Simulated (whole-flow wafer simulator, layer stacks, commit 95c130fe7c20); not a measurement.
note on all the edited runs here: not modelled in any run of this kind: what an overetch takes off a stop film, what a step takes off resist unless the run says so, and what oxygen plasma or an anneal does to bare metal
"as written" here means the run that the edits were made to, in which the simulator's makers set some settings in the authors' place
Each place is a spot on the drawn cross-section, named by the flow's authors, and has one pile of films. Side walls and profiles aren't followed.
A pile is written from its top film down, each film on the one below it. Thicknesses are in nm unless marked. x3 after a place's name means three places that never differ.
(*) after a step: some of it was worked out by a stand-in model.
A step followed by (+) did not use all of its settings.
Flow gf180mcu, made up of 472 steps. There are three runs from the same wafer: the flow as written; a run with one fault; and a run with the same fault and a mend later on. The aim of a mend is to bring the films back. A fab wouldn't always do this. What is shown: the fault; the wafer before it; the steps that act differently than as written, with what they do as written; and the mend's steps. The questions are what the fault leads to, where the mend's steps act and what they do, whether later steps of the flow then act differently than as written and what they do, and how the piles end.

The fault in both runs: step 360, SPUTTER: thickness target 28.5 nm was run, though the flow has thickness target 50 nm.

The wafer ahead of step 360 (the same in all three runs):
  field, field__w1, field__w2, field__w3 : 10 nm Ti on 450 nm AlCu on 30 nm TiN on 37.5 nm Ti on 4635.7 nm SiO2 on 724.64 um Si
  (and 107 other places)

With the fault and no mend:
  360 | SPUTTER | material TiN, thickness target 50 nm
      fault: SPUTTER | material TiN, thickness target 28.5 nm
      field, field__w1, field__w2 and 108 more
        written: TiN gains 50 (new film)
        fault: TiN gains 28.5 (new film)
  Steps later in the flow that act otherwise than as written (2 more steps, not shown, differ only slightly: by at most 2% or 0.5 nm, whichever is larger):
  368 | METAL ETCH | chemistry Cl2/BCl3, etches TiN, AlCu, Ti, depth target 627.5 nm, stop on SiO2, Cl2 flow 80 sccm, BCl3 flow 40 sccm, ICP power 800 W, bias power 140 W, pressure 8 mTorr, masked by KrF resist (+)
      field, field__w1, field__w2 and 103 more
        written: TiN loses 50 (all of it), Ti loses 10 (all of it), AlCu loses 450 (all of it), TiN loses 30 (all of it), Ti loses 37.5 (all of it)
        fault: TiN loses 28.5 (all of it), Ti loses 10 (all of it), AlCu loses 450 (all of it), TiN loses 30 (all of it), Ti loses 37.5 (all of it)
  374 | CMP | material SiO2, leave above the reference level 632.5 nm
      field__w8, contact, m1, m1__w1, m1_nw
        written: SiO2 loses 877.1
        fault: SiO2 loses 855.6
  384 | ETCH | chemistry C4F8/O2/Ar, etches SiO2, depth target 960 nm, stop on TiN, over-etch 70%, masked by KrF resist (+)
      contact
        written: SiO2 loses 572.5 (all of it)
        fault: SiO2 loses 594 (all of it)
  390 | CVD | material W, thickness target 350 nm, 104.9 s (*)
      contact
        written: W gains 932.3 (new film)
        fault: W gains 954 (new film)
  By the end, the piles at field__w8, contact, m1, m1__w1, m1_nw depart from the flow's by more than 2% or 0.5 nm, whichever is larger.
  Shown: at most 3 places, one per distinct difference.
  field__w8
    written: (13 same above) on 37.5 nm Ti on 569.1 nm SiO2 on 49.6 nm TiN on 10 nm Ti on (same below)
    fault: (13 same above) on 37.5 nm Ti on 590.6 nm SiO2 on 28.1 nm TiN on 10 nm Ti on (same below)
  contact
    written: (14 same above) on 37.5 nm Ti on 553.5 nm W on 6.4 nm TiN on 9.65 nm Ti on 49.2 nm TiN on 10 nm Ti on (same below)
    fault: (14 same above) on 37.5 nm Ti on 575.2 nm W on 6.32 nm TiN on 9.53 nm Ti on 27.7 nm TiN on 10 nm Ti on (same below)

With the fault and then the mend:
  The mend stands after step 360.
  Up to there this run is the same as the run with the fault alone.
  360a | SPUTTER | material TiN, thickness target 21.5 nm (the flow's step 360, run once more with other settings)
      field, field__w1, field__w2 and 108 more
        TiN gains 21.5
  None of the later steps of the flow acts differently than as written at any place that is followed.
  At every place that both follow, the piles at the end match the flow's.
